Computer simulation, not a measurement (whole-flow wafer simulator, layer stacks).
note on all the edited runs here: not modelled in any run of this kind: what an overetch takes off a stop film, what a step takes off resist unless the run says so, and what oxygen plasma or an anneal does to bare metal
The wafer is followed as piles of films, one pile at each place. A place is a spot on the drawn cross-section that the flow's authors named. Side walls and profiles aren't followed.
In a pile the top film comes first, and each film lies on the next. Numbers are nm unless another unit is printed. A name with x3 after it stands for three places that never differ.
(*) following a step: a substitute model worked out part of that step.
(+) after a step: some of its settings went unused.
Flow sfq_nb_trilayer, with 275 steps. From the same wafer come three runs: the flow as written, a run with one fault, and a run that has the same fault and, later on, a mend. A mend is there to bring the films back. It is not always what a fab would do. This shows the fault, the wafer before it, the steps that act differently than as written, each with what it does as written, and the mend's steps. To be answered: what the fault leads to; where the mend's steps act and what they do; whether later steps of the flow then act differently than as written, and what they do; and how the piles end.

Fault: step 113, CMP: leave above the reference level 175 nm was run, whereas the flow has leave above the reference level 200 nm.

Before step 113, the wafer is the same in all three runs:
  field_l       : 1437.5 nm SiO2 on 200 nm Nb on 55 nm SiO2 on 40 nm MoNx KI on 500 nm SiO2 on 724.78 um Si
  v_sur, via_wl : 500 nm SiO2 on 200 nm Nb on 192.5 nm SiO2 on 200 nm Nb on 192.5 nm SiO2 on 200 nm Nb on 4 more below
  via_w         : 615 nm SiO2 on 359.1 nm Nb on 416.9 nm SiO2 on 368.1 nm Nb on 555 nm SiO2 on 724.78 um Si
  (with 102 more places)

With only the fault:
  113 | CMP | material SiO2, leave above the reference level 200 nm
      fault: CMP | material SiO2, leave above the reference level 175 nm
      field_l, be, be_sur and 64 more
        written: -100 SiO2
        fault: -125 SiO2
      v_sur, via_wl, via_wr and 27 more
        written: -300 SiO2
        fault: -325 SiO2
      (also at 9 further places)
  Steps further on in the flow that do not act as written (not shown: 3 more steps that differ only slightly, by at most 2% or 0.5 nm, whichever is larger):
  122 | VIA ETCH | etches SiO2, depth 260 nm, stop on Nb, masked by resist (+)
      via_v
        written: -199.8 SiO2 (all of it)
        fault: -174.8 SiO2 (all of it)
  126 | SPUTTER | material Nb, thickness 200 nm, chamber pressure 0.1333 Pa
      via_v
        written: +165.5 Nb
        fault: +171 Nb
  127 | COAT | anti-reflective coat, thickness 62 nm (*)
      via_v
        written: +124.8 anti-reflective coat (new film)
        fault: +119.2 anti-reflective coat (new film)
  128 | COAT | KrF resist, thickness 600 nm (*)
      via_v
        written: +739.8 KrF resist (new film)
        fault: +719.1 KrF resist (new film)
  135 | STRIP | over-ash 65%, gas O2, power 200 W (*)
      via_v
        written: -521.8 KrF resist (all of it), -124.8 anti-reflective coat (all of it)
        fault: -501.2 KrF resist (all of it), -119.2 anti-reflective coat (all of it)
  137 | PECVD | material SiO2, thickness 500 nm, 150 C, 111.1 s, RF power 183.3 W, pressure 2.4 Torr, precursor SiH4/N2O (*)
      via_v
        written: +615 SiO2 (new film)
        fault: +584.6 SiO2 (new film)
  At v_sur, via_wl, via_w and 29 more, the piles at the end differ from the flow's by more than 2% or 0.5 nm, whichever is larger.
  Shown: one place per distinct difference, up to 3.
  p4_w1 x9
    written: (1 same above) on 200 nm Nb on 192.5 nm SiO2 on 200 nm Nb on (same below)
    fault: (1 same above) on 200 nm Nb on 167.5 nm SiO2 on 200 nm Nb on (same below)
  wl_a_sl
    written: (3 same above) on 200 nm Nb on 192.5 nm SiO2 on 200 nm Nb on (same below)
    fault: (3 same above) on 200 nm Nb on 167.5 nm SiO2 on 200 nm Nb on (same below)
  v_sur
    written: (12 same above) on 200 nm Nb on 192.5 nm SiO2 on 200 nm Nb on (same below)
    fault: (12 same above) on 200 nm Nb on 167.5 nm SiO2 on 200 nm Nb on (same below)

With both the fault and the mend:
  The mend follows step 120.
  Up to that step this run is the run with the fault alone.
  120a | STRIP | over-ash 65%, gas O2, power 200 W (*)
      field_l, v_sur, via_wl and 102 more
        -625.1 KrF resist (all of it), -62 anti-reflective coat (all of it)
      via_v
        -62 anti-reflective coat (all of it)
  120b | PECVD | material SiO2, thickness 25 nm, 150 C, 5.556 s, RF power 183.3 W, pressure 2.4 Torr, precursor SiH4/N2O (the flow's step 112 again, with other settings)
      field_l, v_sur, via_wl and 103 more
        +25 SiO2
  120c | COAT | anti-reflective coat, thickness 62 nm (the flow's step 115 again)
      field_l, v_sur, via_wl and 103 more
        +62 anti-reflective coat (new film)
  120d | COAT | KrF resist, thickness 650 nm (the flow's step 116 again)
      field_l, v_sur, via_wl and 103 more
        +650 KrF resist (new film)
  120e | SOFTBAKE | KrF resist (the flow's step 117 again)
      does not change any film at any place that is followed
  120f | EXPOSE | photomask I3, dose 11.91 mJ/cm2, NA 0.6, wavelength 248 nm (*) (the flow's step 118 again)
      does not change any film at any place that is followed
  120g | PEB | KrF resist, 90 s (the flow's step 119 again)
      field_l, v_sur, via_wl and 103 more
        -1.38 KrF resist
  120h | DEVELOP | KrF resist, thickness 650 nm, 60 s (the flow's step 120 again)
      field_l, v_sur, via_wl and 102 more
        -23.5 KrF resist
      via_v
        -648.6 KrF resist (all of it)
  None of the later steps of the flow differs from how it acts as written, at any place that is followed, by more than 2% or 0.5 nm, whichever is larger.
  The piles end the same as the flow's at every place that both follow.
